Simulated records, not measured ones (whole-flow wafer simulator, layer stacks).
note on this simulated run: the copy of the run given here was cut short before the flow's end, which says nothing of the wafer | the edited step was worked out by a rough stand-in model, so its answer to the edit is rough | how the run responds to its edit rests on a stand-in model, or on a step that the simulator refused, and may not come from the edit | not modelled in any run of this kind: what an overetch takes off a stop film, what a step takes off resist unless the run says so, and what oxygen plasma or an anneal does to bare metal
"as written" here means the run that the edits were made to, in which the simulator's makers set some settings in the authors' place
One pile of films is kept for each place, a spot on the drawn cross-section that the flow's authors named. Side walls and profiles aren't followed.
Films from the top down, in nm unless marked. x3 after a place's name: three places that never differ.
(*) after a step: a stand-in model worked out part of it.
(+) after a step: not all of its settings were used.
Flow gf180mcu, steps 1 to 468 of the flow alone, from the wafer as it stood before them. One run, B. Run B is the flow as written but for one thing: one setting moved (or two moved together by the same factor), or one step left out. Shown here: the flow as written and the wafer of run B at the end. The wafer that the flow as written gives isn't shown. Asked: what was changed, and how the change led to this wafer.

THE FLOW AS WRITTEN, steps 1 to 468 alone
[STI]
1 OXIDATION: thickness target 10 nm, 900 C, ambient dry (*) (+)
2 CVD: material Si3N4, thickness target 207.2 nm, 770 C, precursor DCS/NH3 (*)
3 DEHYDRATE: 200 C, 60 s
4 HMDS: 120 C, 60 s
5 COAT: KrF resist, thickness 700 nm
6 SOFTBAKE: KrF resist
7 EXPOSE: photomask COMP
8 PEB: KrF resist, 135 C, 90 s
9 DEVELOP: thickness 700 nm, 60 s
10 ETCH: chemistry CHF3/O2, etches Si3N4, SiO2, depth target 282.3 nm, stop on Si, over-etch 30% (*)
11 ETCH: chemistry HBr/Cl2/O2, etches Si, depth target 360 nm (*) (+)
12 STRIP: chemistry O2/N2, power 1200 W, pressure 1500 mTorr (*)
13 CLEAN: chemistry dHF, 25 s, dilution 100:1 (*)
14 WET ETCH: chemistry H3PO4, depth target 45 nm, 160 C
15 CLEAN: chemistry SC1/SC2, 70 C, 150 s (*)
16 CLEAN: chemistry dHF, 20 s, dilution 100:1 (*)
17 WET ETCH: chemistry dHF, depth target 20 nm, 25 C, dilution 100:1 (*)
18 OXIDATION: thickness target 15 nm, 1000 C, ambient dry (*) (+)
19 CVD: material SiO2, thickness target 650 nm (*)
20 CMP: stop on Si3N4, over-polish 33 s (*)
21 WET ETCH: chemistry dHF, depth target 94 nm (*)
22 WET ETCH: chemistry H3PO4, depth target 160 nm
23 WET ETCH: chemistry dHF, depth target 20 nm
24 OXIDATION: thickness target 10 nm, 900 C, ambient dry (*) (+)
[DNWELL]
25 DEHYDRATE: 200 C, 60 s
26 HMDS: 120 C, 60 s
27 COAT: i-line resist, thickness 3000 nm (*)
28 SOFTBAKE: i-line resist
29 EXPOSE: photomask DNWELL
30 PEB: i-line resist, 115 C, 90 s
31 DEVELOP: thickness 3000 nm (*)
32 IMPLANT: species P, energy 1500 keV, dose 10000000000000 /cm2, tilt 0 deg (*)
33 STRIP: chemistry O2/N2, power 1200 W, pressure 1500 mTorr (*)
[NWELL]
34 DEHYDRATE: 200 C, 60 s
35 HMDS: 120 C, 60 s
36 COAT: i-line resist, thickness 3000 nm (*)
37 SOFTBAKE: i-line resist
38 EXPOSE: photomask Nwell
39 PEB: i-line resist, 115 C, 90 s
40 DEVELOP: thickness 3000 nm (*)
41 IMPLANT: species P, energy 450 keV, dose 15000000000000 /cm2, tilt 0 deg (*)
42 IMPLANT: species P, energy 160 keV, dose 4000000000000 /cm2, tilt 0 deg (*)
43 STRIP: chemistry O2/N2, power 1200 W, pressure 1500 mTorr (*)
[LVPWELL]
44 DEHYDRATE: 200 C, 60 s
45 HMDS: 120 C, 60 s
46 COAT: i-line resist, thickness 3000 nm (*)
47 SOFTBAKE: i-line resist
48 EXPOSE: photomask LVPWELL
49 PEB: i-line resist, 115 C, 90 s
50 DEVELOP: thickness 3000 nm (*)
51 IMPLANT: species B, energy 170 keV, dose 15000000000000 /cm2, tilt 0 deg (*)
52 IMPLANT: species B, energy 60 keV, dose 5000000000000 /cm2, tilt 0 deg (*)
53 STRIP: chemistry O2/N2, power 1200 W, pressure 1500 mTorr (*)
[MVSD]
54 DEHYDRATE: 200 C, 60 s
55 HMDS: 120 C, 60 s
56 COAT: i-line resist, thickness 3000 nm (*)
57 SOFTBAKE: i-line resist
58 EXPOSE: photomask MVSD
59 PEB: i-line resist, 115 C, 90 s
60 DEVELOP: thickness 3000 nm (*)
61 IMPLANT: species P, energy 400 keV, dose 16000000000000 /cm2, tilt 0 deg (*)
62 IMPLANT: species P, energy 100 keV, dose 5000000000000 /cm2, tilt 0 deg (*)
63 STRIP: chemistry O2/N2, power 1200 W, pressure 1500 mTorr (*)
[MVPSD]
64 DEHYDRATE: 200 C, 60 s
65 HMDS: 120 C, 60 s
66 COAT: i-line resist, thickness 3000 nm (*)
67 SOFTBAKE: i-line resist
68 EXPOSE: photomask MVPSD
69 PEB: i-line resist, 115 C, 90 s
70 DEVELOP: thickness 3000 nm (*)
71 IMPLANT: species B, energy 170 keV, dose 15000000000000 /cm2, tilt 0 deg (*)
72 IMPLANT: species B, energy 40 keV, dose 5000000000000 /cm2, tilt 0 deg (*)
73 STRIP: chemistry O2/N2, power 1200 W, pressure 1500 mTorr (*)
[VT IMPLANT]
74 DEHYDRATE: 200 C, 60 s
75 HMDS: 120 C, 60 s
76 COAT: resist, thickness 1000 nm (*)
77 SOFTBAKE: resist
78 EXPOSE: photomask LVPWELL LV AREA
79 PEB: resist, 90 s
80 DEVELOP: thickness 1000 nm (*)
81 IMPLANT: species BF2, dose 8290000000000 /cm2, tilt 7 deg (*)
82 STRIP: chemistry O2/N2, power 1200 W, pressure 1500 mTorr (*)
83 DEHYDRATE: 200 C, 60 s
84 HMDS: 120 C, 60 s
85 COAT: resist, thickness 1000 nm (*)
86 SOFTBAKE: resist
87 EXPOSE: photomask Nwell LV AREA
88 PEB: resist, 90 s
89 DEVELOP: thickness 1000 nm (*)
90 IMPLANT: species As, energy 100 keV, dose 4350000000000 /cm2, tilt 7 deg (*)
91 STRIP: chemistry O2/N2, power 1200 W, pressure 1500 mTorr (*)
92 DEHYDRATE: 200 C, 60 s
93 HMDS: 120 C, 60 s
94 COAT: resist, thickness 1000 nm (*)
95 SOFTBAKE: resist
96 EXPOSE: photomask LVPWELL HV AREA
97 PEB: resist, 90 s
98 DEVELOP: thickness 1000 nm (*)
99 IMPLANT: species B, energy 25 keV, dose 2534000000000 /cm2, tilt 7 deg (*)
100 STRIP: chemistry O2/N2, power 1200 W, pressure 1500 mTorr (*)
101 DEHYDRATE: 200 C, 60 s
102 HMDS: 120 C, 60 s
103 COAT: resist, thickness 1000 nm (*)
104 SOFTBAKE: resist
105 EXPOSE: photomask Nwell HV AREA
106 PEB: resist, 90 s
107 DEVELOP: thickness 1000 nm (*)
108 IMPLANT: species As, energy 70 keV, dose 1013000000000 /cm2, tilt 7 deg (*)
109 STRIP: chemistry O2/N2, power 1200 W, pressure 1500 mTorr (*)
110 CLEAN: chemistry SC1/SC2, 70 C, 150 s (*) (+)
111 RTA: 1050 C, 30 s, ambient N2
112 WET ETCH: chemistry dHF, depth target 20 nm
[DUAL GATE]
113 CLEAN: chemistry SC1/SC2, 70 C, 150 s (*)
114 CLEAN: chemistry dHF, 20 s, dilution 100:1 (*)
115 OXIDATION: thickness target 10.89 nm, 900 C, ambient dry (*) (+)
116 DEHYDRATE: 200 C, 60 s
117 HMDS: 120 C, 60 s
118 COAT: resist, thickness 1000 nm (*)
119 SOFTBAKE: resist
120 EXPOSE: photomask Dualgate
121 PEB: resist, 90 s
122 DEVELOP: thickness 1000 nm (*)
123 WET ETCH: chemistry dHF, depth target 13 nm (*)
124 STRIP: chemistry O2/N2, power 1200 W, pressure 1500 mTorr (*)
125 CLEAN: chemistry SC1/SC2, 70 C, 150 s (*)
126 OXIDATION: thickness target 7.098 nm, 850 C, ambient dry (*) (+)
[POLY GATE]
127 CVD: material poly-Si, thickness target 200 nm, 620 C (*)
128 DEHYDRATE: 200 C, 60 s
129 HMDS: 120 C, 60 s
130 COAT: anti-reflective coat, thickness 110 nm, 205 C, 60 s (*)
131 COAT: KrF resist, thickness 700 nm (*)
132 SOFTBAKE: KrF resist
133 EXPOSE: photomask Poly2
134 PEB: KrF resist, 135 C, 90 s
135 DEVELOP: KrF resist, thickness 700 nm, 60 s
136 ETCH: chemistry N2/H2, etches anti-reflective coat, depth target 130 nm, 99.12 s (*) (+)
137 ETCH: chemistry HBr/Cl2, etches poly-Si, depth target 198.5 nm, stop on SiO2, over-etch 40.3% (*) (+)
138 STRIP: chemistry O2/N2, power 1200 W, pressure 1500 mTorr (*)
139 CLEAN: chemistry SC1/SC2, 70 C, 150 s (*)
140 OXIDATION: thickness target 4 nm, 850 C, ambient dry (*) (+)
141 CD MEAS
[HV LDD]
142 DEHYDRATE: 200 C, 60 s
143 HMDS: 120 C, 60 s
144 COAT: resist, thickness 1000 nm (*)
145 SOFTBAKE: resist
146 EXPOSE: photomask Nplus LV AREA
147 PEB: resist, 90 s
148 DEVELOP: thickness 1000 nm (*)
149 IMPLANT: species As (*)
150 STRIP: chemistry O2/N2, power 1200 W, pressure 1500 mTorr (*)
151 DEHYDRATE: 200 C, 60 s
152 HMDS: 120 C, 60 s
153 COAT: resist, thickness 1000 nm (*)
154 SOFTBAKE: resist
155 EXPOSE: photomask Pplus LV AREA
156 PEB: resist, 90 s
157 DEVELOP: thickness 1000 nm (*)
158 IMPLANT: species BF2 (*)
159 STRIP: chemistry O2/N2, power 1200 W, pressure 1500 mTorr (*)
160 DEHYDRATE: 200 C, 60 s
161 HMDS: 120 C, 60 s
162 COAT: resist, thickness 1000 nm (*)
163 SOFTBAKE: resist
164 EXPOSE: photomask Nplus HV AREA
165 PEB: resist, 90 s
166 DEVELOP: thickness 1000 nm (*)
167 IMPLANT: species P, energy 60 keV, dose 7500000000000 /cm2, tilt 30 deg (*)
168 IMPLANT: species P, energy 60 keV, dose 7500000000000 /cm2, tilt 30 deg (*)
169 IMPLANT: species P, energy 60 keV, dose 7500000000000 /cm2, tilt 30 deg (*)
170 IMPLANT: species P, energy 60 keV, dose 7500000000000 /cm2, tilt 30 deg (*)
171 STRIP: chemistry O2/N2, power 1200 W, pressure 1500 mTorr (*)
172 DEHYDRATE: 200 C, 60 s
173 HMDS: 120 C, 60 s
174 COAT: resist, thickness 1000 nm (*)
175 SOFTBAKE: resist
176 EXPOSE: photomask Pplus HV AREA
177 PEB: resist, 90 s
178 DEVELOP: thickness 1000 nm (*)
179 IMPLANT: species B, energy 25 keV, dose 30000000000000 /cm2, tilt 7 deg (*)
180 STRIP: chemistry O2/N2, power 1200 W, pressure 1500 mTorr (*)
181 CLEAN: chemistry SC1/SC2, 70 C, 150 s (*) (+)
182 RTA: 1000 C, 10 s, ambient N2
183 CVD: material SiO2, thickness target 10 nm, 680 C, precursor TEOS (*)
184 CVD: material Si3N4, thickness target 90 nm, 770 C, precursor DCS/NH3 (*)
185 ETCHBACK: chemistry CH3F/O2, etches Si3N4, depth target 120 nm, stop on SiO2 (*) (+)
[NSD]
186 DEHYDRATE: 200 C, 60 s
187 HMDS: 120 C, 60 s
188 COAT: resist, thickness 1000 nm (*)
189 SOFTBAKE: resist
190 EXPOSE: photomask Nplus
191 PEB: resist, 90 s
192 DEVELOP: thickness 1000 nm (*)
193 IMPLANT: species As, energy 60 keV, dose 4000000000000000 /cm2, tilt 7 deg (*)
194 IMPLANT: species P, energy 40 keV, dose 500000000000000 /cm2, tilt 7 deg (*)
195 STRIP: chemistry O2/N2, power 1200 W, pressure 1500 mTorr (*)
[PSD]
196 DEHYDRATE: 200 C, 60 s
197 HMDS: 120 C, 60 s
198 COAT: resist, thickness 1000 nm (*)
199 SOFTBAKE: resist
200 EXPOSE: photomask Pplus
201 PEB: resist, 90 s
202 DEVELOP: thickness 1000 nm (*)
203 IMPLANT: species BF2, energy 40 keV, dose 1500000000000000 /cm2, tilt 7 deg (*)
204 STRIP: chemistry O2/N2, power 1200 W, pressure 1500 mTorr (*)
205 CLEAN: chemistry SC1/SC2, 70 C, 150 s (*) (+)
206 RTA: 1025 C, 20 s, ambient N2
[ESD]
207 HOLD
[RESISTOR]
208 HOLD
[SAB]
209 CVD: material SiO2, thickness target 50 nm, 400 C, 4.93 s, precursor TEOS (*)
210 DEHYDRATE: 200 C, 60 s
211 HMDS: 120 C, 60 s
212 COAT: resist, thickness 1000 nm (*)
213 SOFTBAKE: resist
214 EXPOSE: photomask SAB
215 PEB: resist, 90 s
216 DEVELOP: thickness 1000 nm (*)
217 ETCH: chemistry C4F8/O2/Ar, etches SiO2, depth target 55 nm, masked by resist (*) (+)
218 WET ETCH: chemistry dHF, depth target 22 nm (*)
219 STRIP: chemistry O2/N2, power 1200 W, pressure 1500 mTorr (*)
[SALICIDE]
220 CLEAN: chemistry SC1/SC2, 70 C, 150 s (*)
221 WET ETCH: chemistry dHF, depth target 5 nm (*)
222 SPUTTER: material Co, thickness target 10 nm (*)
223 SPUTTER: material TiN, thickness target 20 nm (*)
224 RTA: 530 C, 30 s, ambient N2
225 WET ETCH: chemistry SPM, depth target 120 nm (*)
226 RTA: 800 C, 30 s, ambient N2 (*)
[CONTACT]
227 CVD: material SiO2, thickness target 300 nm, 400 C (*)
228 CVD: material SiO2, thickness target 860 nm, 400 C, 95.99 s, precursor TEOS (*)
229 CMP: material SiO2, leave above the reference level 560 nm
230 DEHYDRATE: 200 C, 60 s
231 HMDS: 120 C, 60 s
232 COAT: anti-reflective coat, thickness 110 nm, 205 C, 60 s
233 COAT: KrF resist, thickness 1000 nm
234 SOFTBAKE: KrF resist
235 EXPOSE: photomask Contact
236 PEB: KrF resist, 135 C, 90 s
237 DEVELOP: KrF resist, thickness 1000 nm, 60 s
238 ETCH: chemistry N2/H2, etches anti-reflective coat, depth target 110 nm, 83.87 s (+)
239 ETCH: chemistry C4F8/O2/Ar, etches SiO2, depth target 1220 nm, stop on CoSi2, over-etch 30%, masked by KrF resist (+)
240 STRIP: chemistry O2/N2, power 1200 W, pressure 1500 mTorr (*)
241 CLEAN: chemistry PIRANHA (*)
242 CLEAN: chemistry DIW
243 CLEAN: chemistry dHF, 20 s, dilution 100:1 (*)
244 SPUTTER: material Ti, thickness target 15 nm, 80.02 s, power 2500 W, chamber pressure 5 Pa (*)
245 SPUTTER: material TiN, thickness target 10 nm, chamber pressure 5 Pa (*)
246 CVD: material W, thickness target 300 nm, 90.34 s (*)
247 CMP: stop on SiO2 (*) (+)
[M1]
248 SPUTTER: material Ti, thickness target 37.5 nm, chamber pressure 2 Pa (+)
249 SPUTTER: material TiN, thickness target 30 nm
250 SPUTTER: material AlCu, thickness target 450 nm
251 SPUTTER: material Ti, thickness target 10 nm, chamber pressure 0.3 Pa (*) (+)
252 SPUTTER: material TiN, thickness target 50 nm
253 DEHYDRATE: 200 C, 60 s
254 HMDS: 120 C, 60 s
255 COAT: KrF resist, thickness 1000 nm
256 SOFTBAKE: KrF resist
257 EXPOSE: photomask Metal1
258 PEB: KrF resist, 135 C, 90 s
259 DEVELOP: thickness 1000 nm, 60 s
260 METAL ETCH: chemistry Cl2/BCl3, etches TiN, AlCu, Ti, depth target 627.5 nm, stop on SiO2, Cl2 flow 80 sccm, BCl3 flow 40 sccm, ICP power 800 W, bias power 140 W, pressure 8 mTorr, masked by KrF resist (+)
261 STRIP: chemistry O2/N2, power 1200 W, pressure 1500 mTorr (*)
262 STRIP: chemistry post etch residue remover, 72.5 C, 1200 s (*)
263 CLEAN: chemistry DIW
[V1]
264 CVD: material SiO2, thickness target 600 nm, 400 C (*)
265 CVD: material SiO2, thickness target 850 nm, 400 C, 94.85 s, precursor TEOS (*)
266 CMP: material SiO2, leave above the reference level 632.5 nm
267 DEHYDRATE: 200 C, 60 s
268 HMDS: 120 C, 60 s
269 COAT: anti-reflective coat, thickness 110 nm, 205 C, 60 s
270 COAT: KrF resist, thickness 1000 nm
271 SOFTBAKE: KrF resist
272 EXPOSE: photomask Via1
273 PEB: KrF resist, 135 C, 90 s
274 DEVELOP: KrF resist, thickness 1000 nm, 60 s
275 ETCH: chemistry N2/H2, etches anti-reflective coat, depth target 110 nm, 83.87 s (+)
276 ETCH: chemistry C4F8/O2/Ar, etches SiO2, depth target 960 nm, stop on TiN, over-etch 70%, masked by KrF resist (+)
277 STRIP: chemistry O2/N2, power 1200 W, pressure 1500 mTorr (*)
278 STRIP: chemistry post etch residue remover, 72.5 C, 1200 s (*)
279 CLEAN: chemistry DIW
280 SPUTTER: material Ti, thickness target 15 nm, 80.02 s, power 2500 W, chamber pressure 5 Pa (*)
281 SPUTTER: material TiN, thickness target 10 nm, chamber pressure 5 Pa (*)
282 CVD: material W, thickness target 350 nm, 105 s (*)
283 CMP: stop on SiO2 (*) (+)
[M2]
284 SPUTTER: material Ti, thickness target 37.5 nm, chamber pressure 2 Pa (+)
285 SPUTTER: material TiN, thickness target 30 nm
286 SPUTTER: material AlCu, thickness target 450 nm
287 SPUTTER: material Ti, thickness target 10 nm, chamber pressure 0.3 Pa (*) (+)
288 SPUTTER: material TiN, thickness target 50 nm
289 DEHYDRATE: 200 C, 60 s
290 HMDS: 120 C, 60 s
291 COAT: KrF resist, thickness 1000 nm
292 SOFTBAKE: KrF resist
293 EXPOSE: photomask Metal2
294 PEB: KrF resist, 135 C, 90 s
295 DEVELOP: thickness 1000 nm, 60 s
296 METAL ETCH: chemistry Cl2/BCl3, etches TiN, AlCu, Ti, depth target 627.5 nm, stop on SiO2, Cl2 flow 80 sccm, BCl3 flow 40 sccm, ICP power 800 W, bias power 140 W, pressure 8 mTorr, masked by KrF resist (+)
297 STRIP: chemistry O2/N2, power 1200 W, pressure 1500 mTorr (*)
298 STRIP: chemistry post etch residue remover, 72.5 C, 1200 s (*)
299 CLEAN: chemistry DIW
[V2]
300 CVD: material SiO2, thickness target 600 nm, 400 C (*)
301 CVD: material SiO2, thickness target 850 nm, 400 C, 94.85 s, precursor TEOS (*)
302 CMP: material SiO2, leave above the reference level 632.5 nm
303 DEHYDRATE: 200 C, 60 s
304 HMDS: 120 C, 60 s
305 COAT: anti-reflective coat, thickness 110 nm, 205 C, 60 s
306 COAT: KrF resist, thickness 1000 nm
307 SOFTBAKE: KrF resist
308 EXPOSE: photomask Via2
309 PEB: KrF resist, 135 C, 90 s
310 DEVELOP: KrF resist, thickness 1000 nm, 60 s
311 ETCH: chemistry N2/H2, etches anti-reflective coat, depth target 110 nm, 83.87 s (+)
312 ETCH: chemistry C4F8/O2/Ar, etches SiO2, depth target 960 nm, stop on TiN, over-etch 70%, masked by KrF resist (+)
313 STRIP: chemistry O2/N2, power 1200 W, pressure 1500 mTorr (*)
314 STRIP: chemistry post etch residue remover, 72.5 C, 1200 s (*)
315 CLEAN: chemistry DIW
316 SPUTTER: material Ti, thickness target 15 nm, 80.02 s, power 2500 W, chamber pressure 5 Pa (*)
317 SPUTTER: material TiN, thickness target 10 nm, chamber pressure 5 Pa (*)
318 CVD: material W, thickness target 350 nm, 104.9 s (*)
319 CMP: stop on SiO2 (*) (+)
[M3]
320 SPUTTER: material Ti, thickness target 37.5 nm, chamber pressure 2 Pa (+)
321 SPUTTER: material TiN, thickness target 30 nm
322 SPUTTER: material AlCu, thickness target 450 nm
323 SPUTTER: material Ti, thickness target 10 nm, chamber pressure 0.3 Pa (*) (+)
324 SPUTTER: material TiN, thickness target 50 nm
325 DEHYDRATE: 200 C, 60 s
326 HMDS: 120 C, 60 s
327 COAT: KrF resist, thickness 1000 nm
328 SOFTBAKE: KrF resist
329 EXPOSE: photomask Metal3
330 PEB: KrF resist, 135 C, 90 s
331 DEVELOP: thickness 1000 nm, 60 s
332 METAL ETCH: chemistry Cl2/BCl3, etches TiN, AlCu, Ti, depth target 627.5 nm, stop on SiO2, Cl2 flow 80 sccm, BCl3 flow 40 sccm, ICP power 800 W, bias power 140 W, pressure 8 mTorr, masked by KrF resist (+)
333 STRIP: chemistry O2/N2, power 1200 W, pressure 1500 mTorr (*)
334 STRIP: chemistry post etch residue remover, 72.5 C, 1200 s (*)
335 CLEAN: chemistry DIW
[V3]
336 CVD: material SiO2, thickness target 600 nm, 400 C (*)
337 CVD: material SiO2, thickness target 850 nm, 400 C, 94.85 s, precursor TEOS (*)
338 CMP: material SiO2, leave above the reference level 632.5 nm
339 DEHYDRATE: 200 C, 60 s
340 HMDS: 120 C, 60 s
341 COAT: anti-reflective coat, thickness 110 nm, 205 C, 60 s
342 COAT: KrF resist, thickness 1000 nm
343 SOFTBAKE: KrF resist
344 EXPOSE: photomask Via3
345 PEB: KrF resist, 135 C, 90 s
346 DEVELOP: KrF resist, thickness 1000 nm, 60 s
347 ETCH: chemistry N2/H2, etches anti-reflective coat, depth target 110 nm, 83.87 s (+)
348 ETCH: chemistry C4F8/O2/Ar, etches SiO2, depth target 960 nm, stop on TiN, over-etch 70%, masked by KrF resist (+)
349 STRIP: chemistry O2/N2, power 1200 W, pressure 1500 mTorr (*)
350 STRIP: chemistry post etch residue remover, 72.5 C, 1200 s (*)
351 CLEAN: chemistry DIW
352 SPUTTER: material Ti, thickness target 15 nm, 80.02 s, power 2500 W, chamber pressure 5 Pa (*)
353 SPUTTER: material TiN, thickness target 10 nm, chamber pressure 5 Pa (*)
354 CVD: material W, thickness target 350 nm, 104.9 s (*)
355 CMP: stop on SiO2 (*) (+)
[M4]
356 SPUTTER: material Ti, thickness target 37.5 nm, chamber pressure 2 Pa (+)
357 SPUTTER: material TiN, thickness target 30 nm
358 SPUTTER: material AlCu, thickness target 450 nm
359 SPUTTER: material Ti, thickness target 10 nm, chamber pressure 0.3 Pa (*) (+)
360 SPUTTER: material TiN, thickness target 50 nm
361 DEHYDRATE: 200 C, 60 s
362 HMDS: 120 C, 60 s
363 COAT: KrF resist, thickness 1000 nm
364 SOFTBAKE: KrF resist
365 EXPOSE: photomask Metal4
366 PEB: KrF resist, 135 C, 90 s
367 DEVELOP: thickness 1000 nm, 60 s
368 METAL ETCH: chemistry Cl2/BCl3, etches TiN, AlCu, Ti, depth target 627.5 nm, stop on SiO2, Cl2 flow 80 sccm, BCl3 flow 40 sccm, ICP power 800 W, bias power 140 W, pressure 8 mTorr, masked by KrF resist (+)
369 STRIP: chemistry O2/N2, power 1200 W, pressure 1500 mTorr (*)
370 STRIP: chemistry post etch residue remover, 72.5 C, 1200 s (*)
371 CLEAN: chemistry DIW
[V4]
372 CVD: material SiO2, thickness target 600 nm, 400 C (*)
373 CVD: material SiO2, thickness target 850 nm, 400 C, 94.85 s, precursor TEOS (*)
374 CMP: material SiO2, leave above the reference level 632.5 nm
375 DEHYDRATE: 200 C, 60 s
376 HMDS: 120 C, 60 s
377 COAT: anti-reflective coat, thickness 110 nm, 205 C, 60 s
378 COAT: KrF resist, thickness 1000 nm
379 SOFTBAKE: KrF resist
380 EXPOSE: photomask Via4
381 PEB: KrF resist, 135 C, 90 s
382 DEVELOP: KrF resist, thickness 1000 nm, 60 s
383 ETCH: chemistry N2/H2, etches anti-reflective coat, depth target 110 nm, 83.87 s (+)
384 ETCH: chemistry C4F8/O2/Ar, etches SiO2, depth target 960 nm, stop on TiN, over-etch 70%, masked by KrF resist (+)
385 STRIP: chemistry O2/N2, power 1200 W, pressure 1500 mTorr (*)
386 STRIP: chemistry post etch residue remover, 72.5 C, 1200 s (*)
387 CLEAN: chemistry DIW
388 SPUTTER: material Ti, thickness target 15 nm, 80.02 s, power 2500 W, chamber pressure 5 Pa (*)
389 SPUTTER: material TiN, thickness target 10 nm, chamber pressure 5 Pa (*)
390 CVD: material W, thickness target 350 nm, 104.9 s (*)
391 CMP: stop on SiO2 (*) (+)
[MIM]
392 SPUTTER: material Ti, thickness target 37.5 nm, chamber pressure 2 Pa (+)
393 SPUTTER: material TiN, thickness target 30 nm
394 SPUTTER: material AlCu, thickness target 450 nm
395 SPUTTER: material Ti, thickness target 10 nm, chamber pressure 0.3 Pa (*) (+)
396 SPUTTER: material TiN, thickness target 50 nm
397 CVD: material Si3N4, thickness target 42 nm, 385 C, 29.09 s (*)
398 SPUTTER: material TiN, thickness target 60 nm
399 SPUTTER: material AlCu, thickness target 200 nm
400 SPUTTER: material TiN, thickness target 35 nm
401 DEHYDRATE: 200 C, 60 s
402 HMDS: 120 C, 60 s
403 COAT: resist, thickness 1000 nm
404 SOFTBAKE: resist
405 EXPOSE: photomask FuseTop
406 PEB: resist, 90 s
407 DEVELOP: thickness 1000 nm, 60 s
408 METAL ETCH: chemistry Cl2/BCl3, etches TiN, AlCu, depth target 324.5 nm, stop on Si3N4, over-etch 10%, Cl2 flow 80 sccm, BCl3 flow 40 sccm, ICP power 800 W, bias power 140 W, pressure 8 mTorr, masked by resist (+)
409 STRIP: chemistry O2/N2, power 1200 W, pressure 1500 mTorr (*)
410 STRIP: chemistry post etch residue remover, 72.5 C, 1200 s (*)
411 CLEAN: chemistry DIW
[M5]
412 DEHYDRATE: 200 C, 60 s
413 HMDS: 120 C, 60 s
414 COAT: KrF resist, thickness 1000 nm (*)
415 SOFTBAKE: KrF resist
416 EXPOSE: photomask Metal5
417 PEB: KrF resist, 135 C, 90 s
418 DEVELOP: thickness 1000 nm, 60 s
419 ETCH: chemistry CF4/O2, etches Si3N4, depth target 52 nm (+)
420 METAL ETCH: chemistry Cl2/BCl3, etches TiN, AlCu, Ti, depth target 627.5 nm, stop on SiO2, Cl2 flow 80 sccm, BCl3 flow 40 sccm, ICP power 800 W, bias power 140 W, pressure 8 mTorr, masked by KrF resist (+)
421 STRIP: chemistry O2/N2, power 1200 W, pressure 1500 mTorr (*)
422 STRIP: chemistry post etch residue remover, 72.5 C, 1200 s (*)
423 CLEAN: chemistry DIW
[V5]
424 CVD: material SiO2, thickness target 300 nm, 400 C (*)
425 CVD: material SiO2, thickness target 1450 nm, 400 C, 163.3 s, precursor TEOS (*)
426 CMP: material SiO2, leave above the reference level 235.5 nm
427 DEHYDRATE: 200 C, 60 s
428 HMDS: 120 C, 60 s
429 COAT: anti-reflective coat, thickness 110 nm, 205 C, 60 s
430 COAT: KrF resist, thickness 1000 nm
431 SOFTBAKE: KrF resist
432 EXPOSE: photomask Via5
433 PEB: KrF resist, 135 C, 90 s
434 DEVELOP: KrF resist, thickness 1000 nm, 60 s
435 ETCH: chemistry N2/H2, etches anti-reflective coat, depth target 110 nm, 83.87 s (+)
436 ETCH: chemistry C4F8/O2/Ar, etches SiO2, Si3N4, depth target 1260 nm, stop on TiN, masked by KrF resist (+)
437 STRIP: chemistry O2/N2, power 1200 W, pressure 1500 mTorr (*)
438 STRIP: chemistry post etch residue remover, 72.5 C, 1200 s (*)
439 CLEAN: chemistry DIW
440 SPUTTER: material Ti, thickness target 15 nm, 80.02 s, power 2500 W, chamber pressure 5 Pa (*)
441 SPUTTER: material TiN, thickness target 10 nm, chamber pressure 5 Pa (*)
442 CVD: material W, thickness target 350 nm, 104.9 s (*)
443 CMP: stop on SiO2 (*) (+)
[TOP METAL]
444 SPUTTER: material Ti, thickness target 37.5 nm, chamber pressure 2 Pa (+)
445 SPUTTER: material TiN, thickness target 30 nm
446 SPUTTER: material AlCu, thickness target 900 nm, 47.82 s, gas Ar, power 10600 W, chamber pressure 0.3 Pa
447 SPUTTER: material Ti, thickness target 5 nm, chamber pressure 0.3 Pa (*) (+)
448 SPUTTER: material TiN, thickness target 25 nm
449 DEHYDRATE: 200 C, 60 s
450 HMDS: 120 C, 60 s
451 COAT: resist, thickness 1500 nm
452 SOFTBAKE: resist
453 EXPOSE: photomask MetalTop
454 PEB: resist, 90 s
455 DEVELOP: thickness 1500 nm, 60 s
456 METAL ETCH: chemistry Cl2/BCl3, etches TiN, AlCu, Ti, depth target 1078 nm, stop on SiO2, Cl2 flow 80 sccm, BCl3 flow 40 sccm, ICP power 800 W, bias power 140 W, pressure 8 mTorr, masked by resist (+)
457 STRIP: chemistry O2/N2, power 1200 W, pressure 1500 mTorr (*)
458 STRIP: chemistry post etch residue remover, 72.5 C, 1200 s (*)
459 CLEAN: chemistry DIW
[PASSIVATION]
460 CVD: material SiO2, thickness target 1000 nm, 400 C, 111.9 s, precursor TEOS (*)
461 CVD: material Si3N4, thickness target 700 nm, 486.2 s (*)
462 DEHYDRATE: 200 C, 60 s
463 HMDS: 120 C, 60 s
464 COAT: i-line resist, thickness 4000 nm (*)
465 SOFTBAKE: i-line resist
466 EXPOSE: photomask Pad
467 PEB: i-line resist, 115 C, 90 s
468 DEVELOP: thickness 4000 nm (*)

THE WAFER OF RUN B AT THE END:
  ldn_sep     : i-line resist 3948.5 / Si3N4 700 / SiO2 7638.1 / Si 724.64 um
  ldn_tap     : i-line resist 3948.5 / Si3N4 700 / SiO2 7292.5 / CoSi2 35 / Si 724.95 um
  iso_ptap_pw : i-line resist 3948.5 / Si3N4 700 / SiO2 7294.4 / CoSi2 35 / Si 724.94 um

The cause: step 460, CVD: 44.78 s was run, where the flow has 111.9 s.

How the change led to this, step by step:
  460 CVD: material SiO2, thickness target 1000 nm, 400 C, 111.9 s, precursor TEOS (*)
      field, field__w1, field__w2 and 103 more: SiO2 +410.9 (as written it would be: SiO2 +1000)
      field__w8, contact, m1, m1__w1, pad, m1_nw: SiO2 +410.9 (new film) (as written it would be: SiO2 +1000 (new film))
  465 SOFTBAKE: i-line resist
      field__w5, field__w9: i-line resist +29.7 (as written it would be: i-line resist +37.3)
      field__w11, field__w13: i-line resist +30.8 (as written it would be: i-line resist +37.9)
      (and at 57 more places)
